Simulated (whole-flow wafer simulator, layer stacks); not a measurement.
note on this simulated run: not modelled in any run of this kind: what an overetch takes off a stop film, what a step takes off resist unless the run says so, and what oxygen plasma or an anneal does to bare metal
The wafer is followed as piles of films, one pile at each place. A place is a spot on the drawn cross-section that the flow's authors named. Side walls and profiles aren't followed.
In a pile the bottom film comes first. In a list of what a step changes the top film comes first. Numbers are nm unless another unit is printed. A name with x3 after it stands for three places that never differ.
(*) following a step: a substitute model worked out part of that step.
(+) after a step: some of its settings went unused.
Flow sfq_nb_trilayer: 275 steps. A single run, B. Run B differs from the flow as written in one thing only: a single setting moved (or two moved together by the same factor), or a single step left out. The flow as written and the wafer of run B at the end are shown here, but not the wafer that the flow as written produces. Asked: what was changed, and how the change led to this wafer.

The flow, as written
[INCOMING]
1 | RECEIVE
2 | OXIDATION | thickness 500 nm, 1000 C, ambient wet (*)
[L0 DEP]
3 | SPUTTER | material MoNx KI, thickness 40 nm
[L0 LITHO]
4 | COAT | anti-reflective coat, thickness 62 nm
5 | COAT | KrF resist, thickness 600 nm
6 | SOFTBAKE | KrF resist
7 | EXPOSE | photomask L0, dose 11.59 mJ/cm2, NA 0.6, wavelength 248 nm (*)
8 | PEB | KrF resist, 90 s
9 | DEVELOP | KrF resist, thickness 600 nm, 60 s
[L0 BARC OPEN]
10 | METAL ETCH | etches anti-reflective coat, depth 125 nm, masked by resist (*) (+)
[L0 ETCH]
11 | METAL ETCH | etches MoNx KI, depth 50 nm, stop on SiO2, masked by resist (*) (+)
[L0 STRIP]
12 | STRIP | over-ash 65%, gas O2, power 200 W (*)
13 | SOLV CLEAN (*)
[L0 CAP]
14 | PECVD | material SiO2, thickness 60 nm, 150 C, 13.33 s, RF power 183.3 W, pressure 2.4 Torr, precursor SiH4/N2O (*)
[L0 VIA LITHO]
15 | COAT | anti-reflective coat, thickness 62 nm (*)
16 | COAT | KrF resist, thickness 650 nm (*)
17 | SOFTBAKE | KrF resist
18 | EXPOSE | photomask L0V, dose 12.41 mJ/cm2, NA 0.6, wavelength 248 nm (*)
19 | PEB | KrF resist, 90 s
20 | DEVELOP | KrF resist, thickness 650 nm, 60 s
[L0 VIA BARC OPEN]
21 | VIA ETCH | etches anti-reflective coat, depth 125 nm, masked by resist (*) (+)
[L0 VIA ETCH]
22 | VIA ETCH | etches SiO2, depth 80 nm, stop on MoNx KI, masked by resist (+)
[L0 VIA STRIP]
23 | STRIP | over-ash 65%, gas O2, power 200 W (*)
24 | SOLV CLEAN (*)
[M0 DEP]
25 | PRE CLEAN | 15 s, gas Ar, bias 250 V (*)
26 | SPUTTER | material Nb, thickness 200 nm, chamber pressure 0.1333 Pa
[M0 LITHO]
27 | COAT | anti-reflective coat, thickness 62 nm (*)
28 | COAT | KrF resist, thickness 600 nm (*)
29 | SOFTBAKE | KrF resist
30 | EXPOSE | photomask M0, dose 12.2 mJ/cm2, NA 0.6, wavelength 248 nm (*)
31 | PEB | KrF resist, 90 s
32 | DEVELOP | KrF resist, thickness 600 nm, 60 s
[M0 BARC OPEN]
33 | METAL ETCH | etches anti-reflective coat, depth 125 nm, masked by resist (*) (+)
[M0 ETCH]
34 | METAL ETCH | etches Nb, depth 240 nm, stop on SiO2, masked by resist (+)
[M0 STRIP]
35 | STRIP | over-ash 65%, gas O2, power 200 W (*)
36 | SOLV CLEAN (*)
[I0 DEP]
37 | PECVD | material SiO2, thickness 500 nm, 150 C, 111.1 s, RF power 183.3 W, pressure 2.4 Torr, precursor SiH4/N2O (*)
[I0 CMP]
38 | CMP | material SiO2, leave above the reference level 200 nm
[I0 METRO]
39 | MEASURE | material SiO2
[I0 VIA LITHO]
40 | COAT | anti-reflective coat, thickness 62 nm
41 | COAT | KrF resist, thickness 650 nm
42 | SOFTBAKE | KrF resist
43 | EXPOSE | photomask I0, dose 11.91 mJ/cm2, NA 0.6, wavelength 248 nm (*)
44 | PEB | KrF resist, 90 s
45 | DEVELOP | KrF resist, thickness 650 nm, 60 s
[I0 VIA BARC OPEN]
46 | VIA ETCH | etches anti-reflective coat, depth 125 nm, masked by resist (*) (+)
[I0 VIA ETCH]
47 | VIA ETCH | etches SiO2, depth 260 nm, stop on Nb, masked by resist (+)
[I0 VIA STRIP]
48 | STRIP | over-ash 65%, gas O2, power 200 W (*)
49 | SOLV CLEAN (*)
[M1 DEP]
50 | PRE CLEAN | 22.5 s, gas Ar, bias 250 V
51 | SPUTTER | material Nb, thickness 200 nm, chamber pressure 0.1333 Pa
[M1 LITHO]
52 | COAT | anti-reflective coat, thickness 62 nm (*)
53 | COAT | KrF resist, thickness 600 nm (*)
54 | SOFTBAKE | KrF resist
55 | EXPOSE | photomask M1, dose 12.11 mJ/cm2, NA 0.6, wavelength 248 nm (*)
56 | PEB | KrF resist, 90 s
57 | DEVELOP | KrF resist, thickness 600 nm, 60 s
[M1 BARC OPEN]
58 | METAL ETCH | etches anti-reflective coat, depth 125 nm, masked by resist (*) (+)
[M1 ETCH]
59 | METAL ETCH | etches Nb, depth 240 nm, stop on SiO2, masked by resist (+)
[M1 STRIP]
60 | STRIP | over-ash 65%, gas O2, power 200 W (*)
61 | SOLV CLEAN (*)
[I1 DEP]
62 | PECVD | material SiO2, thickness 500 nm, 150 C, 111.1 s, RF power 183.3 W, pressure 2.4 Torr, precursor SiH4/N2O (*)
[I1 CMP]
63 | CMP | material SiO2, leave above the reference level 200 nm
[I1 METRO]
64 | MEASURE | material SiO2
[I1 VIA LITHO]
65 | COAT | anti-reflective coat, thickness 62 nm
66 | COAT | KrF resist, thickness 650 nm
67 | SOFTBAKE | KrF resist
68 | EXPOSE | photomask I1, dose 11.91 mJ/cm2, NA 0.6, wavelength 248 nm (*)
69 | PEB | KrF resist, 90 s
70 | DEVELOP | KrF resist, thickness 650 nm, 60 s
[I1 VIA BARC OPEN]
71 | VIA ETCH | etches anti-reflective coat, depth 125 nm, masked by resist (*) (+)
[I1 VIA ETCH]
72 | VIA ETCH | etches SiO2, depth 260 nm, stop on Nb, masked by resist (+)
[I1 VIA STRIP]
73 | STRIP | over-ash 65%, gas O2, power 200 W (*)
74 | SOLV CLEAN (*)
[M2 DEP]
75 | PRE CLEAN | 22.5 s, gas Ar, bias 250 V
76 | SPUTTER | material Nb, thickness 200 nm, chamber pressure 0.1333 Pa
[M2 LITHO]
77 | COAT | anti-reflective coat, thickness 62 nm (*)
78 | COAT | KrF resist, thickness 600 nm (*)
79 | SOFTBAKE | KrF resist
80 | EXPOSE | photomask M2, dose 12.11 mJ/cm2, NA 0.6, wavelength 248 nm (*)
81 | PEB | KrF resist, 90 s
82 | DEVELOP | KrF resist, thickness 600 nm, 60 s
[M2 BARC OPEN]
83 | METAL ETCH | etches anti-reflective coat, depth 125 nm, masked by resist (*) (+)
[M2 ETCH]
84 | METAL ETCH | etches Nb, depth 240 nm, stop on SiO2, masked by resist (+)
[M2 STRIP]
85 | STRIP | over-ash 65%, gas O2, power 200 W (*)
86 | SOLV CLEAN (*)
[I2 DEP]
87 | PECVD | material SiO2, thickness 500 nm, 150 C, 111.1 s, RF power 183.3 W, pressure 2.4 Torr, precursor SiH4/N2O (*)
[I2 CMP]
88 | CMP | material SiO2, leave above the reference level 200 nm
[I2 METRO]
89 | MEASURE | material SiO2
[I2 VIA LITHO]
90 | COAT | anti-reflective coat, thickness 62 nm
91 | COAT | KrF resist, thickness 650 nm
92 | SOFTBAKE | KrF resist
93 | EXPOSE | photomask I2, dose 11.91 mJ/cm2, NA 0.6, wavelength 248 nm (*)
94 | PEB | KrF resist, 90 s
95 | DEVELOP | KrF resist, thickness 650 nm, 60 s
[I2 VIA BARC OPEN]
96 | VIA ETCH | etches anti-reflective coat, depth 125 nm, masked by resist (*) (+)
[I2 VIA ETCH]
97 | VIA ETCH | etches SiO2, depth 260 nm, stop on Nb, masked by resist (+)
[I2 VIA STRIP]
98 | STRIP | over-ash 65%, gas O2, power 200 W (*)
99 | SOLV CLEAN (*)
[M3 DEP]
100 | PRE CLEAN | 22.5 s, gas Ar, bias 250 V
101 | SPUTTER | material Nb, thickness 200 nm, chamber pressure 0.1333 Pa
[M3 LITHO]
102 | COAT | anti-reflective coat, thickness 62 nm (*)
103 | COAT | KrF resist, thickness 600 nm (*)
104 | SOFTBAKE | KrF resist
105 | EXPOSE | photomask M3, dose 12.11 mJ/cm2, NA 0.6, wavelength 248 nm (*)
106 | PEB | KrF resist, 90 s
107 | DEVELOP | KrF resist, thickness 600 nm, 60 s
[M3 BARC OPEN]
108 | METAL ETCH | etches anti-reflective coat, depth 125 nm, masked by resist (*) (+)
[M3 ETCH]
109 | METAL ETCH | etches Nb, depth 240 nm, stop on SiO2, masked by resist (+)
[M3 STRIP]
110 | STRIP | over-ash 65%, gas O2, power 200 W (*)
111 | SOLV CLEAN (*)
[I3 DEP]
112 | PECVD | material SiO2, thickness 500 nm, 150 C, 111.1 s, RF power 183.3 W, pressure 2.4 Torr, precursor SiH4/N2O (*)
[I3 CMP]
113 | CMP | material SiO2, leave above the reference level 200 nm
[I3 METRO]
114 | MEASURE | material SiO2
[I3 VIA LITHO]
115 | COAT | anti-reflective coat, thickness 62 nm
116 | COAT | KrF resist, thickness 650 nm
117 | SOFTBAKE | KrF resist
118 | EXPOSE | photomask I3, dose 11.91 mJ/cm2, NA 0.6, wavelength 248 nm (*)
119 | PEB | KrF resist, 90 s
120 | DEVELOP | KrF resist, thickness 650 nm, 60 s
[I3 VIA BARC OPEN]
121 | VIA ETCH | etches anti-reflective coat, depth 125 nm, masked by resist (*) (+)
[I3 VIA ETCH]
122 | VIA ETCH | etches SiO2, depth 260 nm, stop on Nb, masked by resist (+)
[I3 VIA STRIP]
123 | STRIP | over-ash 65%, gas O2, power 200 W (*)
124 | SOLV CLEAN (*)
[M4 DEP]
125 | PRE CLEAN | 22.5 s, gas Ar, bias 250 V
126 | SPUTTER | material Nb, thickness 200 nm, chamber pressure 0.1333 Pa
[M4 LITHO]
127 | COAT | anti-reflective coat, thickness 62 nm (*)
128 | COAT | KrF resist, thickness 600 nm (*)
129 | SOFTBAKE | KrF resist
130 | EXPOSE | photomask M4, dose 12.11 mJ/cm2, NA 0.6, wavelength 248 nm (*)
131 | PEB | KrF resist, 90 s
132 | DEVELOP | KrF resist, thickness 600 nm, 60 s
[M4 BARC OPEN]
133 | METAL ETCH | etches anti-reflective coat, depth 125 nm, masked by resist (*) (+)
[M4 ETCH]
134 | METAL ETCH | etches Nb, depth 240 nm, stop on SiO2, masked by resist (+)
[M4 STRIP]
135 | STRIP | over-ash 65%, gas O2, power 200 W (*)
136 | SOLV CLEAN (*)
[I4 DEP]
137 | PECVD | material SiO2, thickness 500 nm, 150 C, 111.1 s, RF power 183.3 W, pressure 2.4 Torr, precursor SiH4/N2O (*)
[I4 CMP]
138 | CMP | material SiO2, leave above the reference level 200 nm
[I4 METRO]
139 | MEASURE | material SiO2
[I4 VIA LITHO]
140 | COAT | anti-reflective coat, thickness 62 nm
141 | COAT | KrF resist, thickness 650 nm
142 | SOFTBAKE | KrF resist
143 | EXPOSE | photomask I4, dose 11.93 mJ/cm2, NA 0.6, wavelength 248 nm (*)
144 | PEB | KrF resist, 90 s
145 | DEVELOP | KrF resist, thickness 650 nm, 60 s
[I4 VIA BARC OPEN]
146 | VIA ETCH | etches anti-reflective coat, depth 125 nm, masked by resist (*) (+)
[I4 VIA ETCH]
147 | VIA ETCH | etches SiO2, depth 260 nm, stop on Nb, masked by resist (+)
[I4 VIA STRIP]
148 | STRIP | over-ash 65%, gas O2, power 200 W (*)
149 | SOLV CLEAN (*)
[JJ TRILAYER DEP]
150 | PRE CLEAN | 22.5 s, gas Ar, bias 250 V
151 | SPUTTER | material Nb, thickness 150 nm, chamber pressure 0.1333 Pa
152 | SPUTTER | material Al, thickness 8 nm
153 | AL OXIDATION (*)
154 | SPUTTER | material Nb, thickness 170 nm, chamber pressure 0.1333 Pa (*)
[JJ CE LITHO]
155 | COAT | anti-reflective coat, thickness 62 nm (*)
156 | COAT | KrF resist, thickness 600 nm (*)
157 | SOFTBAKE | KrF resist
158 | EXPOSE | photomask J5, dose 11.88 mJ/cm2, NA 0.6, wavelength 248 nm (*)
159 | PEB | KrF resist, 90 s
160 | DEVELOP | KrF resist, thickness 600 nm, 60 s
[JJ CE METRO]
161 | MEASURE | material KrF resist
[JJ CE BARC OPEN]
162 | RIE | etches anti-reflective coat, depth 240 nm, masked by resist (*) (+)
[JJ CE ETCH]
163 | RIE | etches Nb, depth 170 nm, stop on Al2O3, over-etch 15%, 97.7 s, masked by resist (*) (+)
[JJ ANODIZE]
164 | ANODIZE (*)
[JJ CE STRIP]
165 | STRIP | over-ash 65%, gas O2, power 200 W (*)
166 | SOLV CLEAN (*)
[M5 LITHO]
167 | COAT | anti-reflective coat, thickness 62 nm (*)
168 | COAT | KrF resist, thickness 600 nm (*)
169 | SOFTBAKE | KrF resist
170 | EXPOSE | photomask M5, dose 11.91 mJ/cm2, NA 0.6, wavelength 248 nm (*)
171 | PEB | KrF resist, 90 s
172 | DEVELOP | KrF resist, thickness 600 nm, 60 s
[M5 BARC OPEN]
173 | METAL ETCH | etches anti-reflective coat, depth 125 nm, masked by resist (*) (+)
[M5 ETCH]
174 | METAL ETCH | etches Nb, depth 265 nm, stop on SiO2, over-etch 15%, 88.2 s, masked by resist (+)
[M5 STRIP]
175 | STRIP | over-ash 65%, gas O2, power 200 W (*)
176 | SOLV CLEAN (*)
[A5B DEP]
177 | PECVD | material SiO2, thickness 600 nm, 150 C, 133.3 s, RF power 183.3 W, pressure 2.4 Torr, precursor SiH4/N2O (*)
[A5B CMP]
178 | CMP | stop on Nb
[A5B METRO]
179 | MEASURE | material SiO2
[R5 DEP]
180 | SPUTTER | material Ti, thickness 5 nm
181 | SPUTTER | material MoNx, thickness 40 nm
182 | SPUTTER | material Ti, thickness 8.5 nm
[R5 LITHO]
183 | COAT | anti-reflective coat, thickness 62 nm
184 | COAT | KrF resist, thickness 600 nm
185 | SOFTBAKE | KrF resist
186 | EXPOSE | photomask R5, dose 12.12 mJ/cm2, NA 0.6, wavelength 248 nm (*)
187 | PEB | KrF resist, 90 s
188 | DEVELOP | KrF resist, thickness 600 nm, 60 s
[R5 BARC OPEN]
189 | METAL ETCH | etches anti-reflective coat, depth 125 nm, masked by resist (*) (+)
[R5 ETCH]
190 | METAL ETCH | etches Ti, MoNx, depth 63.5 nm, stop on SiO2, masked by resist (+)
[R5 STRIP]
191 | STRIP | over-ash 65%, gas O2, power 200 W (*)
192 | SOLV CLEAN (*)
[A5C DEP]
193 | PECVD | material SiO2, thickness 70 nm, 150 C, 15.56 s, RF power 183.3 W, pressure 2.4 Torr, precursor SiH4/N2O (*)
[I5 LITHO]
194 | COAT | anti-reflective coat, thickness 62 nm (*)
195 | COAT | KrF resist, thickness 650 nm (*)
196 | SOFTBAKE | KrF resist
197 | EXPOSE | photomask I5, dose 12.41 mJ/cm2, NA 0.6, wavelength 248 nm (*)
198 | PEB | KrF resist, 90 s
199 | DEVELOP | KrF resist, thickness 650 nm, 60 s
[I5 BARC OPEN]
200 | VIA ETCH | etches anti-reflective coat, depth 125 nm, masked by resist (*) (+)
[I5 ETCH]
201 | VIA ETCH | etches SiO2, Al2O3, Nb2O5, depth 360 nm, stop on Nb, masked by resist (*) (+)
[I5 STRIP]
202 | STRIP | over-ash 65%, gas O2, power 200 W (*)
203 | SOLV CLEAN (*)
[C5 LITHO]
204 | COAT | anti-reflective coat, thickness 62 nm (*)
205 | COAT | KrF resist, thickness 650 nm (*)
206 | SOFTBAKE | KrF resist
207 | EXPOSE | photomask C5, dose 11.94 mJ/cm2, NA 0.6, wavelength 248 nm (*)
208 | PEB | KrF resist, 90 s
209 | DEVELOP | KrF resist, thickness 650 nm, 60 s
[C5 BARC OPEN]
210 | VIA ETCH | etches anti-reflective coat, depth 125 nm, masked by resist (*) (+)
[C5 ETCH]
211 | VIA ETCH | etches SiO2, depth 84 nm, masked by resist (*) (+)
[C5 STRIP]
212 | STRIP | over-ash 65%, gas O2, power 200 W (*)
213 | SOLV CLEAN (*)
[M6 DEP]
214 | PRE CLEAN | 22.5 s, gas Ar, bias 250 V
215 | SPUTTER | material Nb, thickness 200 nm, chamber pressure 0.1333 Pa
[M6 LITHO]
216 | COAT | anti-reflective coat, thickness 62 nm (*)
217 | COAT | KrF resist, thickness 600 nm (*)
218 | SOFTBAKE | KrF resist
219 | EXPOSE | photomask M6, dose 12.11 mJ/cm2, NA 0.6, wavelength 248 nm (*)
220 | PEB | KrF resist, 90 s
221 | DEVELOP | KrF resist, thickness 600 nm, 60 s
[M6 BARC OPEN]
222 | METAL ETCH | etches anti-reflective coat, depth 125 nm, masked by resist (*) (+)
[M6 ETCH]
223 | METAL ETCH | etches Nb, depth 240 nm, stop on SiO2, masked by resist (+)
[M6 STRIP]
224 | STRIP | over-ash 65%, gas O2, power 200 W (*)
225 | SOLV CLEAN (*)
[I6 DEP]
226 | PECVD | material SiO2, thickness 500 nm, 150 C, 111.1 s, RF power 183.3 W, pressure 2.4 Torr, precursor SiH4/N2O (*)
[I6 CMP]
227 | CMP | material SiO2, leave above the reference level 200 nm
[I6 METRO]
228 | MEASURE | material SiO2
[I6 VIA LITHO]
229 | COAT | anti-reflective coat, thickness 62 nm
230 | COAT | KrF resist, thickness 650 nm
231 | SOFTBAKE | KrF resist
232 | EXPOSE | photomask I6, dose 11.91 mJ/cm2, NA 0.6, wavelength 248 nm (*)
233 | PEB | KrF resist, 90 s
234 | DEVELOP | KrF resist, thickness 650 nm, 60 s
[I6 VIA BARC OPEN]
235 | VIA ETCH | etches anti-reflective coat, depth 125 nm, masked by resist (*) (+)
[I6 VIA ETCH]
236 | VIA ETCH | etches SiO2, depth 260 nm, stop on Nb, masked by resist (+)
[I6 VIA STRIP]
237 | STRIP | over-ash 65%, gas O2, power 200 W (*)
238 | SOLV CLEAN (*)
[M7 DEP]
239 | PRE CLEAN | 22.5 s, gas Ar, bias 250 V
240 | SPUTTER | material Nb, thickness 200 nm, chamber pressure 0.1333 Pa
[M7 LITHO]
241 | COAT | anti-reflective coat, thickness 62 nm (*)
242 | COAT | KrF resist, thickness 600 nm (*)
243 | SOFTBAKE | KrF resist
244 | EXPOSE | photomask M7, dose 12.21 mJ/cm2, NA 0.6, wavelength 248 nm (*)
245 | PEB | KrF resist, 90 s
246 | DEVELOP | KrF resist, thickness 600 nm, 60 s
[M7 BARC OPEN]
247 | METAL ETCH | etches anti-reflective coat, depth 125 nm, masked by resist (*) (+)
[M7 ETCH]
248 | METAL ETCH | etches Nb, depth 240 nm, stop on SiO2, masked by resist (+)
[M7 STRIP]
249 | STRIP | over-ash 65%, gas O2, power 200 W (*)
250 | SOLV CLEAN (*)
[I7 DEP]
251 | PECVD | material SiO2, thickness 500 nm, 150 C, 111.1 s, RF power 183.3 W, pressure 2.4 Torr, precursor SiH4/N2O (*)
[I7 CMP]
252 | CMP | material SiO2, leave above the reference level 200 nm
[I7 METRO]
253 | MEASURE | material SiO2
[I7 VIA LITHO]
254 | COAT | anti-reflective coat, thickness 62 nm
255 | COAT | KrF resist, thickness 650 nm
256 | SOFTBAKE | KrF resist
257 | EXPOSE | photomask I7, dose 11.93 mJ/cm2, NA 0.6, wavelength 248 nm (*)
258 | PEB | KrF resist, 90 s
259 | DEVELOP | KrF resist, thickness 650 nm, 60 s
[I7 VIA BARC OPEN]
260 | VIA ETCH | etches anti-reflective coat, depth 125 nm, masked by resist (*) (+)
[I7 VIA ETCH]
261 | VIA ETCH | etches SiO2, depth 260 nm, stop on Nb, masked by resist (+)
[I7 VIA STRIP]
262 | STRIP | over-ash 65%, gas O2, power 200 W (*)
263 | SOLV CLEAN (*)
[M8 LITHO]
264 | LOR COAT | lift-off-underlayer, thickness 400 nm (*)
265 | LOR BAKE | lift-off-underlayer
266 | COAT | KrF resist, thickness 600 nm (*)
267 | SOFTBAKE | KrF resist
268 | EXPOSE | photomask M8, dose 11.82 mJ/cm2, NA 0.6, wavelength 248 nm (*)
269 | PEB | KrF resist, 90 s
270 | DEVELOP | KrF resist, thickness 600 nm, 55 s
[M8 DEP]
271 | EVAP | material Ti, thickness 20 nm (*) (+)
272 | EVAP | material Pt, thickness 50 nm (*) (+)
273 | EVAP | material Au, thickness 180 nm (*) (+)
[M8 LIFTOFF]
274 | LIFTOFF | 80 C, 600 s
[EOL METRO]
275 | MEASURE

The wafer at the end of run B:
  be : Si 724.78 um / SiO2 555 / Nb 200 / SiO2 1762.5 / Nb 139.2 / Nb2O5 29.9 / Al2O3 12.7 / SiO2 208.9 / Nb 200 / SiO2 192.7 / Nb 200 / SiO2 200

The reason: step 201, VIA ETCH: etches SiO2, Al2O3, Nb2O5, depth 360 nm, stop on Nb, masked by resist (*) (+), was not run.

The path from the change to this, step by step:
  202 | STRIP | over-ash 65%, gas O2, power 200 W (*)
      p4_fl, p4_fm, p4_w1 and 44 more: -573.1 KrF resist (all of it), -62 anti-reflective coat (all of it) (as written it would have been: -333.1 KrF resist (all of it), -62 anti-reflective coat (all of it))
      wl_b_sl, wl_b_m5, wl_b_sr and 13 more: -573 KrF resist (all of it), -62 anti-reflective coat (all of it) (as written it would have been: -333 KrF resist (all of it), -62 anti-reflective coat (all of it))
      (and at 42 other places as well)
  204 | COAT | anti-reflective coat, thickness 62 nm (*)
      via_v: +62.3 anti-reflective coat (new film) (as written it would have been: +60.8 anti-reflective coat (new film))
      wire: +62.3 anti-reflective coat (new film) (as written it would have been: +47.4 anti-reflective coat (new film))
      (and at 3 other places as well)
  205 | COAT | KrF resist, thickness 650 nm (*)
      be: +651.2 KrF resist (new film) (as written it would have been: +815.3 KrF resist (new film))
  212 | STRIP | over-ash 65%, gas O2, power 200 W (*)
      via_v: -563.7 KrF resist (all of it), -62.3 anti-reflective coat (all of it) (as written it would have been: -554.9 KrF resist (all of it), -60.8 anti-reflective coat (all of it))
      wire: -563.8 KrF resist (all of it), -62.3 anti-reflective coat (all of it) (as written it would have been: -555.8 KrF resist (all of it), -47.4 anti-reflective coat (all of it))
      (and at 3 other places as well)
  214 | PRE CLEAN | 22.5 s, gas Ar, bias 250 V
      be: -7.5 SiO2 (as written it would have been: -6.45 Nb)
  215 | SPUTTER | material Nb, thickness 200 nm, chamber pressure 0.1333 Pa
      be: +200 Nb (new film) (as written it would have been: +147.3 Nb)
  216 | COAT | anti-reflective coat, thickness 62 nm (*)
      via_v: +62.2 anti-reflective coat (new film) (as written it would have been: +60.6 anti-reflective coat (new film))
      wire: +62.2 anti-reflective coat (new film) (as written it would have been: +48.3 anti-reflective coat (new film))
      (and at 5 other places as well)
  217 | COAT | KrF resist, thickness 600 nm (*)
      wire: +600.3 KrF resist (new film) (as written it would have been: +587.4 KrF resist (new film))
      be: +600.2 KrF resist (new film) (as written it would have been: +793.9 KrF resist (new film))
      (and at 1 other place as well)
  221 | DEVELOP | KrF resist, thickness 600 nm, 60 s
      gap: -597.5 KrF resist (all of it) (as written it would have been: -585.3 KrF resist (all of it))
  222 | METAL ETCH | etches anti-reflective coat, depth 125 nm, masked by resist (*) (+)
      gap: -62.3 anti-reflective coat (all of it) (as written it would have been: -60.8 anti-reflective coat (all of it))
  224 | STRIP | over-ash 65%, gas O2, power 200 W (*)
      via_v: -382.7 KrF resist (all of it), -62.2 anti-reflective coat (all of it) (as written it would have been: -372.7 KrF resist (all of it), -60.6 anti-reflective coat (all of it))
      wire: -382.7 KrF resist (all of it), -62.2 anti-reflective coat (all of it) (as written it would have been: -369.8 KrF resist (all of it), -48.3 anti-reflective coat (all of it))
      (and at 4 other places as well)
  226 | PECVD | material SiO2, thickness 500 nm, 150 C, 111.1 s, RF power 183.3 W, pressure 2.4 Torr, precursor SiH4/N2O (*)
      be: +500 SiO2 (new film) (as written it would have been: +693.5 SiO2 (new film))
  227 | CMP | material SiO2, leave above the reference level 200 nm
      be: -299.8 SiO2 (as written it would have been: -182.7 SiO2)
Taking metal films that touch as one body, be has 4 bodies (between them, from the top down: SiO2 192.7; SiO2 208.9 / Al2O3 12.7 / Nb2O5 29.9; SiO2 1762.5); the flow as written gives 3 bodies (between them, from the top down: SiO2 503.2; SiO2 1762.5).
